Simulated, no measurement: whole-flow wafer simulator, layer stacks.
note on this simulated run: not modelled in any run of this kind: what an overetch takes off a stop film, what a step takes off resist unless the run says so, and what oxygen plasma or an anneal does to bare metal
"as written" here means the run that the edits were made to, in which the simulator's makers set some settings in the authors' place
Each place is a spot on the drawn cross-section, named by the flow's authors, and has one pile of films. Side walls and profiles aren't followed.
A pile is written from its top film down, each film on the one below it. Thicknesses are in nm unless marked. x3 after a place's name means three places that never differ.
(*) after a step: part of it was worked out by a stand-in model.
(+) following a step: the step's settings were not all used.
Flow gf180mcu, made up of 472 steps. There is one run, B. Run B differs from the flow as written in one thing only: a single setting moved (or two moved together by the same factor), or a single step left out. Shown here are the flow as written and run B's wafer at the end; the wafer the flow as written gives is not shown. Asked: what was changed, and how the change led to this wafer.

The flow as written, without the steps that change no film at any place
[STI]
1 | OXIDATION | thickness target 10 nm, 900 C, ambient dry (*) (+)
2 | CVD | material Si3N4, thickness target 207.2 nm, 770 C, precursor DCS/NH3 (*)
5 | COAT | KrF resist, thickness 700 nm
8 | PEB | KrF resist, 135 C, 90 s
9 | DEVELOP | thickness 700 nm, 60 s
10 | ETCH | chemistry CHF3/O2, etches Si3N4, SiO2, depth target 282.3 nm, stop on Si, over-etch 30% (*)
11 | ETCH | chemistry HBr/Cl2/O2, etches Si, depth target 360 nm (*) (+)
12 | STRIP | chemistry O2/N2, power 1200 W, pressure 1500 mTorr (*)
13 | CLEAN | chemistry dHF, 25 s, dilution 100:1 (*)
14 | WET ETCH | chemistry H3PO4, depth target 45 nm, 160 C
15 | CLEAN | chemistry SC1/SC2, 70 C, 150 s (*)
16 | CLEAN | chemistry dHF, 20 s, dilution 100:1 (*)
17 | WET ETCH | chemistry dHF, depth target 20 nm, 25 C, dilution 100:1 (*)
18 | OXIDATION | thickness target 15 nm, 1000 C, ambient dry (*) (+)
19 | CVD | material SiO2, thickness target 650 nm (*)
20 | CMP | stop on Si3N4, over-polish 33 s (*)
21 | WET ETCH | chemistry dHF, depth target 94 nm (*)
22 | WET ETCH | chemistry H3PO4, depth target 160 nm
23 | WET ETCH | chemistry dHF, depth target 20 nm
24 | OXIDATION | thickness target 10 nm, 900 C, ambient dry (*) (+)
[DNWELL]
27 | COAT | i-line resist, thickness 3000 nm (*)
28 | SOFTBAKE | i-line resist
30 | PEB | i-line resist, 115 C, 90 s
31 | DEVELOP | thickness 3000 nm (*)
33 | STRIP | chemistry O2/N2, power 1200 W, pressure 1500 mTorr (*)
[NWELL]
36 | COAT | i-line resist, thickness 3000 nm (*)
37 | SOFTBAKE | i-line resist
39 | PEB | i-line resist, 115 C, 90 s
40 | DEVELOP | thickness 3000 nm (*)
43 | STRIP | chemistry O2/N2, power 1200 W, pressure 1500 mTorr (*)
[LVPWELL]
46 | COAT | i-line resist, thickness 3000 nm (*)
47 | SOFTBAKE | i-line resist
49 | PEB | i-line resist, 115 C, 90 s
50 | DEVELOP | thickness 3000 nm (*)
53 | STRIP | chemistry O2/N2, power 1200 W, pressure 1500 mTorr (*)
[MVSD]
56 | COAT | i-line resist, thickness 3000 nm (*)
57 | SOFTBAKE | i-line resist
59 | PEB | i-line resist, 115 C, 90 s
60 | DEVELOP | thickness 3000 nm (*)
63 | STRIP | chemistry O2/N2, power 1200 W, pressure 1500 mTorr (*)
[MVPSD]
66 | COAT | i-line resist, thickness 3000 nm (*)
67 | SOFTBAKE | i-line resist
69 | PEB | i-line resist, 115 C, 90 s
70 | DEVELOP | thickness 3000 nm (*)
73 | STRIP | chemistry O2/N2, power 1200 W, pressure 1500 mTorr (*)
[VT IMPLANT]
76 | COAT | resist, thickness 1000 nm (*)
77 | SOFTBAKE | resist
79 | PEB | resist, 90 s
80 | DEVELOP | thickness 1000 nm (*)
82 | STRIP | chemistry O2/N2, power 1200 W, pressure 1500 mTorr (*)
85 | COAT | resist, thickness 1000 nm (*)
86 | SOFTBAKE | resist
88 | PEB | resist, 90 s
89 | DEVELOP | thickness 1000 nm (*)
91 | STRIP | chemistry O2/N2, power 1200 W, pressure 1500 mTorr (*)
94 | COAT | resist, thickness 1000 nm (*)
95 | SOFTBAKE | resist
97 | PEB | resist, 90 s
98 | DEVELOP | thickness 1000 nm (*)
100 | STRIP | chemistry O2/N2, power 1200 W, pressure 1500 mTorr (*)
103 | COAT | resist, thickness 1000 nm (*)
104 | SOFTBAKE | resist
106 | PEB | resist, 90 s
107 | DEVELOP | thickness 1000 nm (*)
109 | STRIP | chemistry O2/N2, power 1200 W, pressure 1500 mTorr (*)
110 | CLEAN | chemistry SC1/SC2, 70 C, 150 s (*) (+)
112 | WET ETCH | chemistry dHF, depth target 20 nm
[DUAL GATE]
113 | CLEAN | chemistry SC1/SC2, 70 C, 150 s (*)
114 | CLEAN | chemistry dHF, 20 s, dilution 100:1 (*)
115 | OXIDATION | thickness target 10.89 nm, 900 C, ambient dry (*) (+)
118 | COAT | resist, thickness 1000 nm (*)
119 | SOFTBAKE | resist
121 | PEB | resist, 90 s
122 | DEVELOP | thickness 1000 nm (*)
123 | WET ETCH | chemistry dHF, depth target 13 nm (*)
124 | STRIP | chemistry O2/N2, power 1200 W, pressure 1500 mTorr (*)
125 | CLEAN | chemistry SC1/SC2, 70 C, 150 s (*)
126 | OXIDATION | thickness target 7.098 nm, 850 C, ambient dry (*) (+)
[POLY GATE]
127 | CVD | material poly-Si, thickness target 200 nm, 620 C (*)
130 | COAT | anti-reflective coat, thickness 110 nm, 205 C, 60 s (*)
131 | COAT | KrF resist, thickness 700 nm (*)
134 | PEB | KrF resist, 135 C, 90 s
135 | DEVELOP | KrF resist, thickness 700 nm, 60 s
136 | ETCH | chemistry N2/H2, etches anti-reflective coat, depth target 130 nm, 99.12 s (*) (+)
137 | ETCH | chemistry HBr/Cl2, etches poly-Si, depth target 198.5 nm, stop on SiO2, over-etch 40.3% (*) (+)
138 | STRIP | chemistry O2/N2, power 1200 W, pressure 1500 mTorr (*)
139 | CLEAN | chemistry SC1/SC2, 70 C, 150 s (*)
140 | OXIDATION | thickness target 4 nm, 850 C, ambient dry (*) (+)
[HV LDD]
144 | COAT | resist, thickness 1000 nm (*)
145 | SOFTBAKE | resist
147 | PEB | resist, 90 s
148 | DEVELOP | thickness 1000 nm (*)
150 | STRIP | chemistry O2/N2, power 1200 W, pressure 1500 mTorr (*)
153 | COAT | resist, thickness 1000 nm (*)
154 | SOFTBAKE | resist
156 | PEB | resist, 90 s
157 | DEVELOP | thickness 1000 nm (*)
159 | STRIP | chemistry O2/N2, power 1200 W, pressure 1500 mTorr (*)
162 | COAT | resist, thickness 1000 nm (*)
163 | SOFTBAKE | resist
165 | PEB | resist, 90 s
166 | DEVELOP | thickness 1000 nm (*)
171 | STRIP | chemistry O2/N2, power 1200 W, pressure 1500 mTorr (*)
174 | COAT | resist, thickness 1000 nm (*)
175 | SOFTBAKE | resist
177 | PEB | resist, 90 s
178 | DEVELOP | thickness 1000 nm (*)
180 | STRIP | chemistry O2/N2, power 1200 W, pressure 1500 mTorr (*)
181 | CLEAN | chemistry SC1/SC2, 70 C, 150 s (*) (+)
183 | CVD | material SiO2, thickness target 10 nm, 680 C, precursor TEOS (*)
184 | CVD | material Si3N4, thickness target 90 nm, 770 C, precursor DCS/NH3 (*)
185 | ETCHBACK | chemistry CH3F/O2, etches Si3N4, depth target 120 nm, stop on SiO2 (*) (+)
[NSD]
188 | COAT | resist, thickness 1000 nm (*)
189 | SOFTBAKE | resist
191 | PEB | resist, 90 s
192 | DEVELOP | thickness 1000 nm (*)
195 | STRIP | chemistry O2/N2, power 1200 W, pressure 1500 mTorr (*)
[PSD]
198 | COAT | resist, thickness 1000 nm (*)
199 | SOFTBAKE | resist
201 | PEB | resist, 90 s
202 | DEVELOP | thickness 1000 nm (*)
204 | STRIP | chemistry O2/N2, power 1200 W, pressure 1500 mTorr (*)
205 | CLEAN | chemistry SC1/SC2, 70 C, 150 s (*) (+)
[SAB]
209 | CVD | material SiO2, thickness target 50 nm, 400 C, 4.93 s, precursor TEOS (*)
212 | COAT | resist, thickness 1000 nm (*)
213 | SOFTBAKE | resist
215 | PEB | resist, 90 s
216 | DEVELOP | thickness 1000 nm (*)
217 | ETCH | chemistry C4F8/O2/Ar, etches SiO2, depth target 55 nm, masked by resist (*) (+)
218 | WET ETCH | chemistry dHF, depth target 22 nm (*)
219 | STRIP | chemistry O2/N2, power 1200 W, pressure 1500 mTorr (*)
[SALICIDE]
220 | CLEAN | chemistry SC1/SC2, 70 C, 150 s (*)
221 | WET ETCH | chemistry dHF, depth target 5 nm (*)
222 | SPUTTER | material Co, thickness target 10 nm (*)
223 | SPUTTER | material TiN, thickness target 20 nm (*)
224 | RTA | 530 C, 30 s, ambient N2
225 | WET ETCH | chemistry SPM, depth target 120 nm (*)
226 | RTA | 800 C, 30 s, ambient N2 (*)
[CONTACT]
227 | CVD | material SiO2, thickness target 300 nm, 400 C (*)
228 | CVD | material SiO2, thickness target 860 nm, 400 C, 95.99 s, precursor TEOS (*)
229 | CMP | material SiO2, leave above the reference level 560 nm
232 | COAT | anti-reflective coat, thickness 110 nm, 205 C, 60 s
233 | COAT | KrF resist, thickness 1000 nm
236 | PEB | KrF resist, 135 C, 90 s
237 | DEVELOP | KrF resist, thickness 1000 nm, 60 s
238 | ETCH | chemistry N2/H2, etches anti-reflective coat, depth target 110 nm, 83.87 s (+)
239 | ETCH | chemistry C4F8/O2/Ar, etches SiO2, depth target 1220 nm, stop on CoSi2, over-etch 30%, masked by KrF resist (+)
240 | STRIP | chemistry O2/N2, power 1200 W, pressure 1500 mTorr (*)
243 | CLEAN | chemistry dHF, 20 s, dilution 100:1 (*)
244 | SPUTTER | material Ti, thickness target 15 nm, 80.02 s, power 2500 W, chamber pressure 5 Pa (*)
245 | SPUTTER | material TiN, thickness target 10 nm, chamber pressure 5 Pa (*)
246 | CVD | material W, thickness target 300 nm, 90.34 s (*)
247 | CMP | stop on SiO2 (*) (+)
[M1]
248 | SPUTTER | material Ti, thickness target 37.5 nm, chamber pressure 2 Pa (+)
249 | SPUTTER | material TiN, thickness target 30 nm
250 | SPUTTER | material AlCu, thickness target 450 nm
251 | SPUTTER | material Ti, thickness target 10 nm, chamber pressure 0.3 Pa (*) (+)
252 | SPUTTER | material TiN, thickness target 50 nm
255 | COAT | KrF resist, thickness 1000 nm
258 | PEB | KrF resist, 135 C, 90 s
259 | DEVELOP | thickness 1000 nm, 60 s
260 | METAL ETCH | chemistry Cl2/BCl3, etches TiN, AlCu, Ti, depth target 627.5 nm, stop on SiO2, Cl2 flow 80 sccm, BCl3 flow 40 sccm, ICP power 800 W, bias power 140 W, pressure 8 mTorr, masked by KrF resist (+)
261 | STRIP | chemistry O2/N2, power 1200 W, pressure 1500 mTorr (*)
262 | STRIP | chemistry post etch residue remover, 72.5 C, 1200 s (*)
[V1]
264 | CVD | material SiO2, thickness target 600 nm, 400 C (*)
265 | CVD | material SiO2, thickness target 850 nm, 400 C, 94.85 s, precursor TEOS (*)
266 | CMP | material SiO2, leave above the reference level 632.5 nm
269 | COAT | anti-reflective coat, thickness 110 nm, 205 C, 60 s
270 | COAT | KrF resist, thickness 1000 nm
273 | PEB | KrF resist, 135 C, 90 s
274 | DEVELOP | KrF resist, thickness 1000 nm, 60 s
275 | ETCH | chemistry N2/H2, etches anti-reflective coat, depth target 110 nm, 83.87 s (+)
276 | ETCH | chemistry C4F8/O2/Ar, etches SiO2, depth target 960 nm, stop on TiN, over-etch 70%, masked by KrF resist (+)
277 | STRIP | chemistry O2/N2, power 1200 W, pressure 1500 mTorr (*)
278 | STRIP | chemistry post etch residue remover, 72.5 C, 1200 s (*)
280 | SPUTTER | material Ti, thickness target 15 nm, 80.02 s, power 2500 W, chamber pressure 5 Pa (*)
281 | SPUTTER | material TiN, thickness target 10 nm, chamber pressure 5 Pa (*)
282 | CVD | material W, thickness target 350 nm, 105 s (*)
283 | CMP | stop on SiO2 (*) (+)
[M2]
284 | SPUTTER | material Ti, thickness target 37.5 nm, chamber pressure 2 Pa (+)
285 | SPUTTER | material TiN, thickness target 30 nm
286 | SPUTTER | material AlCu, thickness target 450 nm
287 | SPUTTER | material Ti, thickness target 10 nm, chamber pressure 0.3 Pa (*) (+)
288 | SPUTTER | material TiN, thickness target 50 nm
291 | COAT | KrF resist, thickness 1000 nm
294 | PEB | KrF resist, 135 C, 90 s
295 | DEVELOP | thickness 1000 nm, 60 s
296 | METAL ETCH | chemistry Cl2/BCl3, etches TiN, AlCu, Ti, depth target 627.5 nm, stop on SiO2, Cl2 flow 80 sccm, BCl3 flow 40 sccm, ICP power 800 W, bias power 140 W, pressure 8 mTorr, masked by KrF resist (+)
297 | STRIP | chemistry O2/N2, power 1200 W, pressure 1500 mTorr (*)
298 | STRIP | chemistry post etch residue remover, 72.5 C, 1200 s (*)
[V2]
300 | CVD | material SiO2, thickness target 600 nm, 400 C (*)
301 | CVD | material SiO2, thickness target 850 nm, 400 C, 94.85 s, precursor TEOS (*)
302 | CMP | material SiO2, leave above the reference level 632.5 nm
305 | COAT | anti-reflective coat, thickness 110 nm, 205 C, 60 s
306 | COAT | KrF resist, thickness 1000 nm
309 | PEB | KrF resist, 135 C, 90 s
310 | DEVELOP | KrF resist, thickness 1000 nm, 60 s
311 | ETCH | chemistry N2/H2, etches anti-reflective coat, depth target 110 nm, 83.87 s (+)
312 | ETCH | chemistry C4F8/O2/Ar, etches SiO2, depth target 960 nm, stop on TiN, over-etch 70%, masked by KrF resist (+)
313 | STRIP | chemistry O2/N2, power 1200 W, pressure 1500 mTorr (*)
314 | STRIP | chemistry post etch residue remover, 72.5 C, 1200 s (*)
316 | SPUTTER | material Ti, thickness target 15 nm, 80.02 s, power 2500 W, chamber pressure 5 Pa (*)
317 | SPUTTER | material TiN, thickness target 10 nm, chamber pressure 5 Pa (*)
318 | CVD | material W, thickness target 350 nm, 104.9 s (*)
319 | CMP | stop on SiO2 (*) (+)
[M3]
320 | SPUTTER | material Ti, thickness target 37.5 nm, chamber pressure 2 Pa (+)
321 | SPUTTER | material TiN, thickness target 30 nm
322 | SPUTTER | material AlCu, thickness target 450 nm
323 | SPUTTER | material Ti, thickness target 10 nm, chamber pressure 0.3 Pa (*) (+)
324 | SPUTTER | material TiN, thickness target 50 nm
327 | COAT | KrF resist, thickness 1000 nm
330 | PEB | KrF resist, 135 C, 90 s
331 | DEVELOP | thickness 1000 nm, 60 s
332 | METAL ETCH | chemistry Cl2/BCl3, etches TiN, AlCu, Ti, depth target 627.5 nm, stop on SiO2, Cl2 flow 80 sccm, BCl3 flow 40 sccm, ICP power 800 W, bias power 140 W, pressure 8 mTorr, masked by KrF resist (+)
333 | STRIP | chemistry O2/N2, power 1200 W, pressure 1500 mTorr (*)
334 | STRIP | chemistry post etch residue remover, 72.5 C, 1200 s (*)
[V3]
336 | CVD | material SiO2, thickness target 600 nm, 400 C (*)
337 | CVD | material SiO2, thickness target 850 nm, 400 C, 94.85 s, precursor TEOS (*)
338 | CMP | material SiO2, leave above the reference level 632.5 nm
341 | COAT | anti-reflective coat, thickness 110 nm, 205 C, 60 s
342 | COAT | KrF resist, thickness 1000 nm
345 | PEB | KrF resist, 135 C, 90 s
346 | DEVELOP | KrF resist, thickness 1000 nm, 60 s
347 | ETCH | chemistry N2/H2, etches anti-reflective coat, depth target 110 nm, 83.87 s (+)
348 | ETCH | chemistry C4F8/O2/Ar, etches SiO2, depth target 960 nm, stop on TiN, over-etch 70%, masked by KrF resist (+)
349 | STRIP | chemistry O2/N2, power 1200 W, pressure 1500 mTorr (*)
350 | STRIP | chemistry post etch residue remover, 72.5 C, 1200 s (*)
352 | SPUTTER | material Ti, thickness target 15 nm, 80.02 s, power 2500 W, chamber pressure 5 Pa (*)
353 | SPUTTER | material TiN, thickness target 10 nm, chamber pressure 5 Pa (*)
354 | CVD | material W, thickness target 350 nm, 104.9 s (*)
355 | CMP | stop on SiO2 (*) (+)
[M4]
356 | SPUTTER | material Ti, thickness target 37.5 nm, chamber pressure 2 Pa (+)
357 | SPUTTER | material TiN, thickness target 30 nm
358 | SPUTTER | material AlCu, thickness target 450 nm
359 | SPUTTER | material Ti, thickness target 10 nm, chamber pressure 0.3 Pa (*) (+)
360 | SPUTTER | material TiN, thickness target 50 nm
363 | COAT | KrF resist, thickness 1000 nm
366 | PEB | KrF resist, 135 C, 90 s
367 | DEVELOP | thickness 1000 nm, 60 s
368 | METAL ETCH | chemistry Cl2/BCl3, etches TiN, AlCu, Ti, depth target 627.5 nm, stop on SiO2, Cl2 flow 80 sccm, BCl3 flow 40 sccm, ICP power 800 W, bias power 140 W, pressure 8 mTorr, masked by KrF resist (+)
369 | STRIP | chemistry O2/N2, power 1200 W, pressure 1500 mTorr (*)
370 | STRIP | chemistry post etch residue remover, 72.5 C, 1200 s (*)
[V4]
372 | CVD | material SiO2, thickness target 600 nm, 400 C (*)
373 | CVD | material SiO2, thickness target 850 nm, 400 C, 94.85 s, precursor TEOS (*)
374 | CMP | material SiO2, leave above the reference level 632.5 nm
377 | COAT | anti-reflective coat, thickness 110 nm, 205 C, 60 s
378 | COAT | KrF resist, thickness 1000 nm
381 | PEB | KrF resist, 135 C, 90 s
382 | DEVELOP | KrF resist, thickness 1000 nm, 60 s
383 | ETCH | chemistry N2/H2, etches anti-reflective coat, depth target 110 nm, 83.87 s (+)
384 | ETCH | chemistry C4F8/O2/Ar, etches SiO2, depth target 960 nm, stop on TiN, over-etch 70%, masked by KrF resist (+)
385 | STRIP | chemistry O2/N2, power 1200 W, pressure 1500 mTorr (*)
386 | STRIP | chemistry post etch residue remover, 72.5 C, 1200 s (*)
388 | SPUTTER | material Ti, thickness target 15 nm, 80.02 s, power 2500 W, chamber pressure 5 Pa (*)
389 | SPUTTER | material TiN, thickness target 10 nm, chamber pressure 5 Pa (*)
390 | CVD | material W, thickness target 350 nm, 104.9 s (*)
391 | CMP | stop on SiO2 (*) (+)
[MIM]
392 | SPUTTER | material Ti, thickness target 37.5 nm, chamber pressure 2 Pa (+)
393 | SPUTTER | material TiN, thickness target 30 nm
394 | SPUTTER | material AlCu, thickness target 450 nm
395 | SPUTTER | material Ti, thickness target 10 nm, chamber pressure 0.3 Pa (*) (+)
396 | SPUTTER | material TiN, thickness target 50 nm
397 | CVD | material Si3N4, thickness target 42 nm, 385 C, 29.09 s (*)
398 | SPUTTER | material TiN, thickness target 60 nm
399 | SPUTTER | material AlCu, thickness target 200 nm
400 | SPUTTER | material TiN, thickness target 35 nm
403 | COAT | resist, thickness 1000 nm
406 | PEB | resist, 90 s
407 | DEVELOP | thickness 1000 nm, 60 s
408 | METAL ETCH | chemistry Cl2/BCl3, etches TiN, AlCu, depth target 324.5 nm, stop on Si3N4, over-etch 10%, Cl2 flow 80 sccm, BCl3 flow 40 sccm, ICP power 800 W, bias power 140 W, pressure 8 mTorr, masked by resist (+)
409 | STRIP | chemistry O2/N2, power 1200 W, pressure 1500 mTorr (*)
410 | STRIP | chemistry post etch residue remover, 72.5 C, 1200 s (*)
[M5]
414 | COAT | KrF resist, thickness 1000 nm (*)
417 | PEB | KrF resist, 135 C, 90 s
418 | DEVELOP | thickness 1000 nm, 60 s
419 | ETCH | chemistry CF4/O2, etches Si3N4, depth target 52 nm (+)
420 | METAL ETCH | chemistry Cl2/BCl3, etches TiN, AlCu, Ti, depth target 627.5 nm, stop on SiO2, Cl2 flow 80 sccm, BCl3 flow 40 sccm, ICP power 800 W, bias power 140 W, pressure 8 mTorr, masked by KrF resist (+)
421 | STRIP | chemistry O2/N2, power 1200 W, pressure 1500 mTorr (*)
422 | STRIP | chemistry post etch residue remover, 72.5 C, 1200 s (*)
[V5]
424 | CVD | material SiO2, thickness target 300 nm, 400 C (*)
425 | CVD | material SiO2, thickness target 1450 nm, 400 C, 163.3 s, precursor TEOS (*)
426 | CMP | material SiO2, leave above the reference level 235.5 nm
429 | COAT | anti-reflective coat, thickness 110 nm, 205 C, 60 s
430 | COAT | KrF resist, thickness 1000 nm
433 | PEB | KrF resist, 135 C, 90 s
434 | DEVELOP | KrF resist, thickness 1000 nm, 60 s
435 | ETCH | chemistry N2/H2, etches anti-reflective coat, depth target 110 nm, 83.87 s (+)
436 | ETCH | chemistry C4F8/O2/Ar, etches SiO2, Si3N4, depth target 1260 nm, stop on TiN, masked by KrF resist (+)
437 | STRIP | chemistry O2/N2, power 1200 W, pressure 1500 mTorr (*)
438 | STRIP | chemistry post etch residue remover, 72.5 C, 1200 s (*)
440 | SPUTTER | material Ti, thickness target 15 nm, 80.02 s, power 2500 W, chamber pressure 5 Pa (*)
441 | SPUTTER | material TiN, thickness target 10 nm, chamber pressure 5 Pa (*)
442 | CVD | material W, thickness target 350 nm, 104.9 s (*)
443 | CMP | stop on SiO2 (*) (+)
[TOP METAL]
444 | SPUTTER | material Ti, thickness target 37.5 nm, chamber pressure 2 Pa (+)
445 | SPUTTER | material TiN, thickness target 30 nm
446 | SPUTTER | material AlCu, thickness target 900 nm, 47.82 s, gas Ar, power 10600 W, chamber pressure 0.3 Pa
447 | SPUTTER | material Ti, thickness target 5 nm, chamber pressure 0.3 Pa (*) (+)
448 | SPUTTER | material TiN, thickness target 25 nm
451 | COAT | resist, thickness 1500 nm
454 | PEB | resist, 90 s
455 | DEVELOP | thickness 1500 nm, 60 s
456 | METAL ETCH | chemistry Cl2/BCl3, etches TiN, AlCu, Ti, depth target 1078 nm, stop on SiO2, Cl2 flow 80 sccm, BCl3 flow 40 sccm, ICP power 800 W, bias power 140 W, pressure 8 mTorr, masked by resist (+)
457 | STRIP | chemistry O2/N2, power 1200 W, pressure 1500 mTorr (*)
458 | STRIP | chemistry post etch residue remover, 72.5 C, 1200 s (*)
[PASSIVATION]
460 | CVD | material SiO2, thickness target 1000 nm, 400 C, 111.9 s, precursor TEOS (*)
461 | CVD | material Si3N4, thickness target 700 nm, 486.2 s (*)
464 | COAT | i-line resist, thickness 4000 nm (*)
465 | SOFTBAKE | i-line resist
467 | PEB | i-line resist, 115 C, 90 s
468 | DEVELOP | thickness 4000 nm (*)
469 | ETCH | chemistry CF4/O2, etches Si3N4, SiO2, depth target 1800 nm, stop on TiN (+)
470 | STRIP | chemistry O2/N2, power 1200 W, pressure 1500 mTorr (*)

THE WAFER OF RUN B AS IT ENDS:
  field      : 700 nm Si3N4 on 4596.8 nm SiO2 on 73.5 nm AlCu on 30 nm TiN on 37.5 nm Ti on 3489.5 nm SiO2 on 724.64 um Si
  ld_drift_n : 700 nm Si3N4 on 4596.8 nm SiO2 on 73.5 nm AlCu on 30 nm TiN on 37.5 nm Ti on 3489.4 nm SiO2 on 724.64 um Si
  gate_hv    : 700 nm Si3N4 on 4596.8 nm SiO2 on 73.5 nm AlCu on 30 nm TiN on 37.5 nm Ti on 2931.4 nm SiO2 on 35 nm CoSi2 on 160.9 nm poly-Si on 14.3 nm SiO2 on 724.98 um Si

What caused this: step 332, METAL ETCH: depth target 430.8 nm was run, whereas the flow has depth target 627.5 nm.

Step by step, how the change led to this:
  332 | METAL ETCH | chemistry Cl2/BCl3, etches TiN, AlCu, Ti, depth target 627.5 nm, stop on SiO2, Cl2 flow 80 sccm, BCl3 flow 40 sccm, ICP power 800 W, bias power 140 W, pressure 8 mTorr, masked by KrF resist (+)
      field, field__w1, field__w2 and 103 more: TiN loses 50 (all of it), Ti loses 10 (all of it), AlCu loses 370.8 (as written it would have been: TiN loses 50 (all of it), Ti loses 10 (all of it), AlCu loses 450 (all of it), TiN loses 30 (all of it), Ti loses 37.5 (all of it))
      field__w8, contact, m1, m1__w1, m1_nw: KrF resist loses 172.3 (as written it would have been: KrF resist loses 251)
  333 | STRIP | chemistry O2/N2, power 1200 W, pressure 1500 mTorr (*)
      field__w8, contact, m1, m1__w1, m1_nw: KrF resist loses 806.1 (all of it) (as written it would have been: KrF resist loses 727.4 (all of it))
  334 | STRIP | chemistry post etch residue remover, 72.5 C, 1200 s (*)
      field, field__w1, field__w2 and 103 more: AlCu loses 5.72 (as written it would have been: nothing)
  336 | CVD | material SiO2, thickness target 600 nm, 400 C (*)
      field, field__w1, field__w2 and 103 more: SiO2 gains 600 (new film) (as written it would have been: SiO2 gains 600)
  338 | CMP | material SiO2, leave above the reference level 632.5 nm
      field, field__w1, field__w2 and 103 more: SiO2 loses 441 (as written it would have been: SiO2 loses 300)
If metal films that touch count as one body, field has 1 body; the flow as written gives 0 bodies.
If metal films that touch count as one body, ld_drift_n has 1 body; the flow as written gives 0 bodies.
If metal films that touch count as one body, gate_hv has 2 bodies (between them, from the top down: SiO2 2931.4); the flow as written gives 1 body.
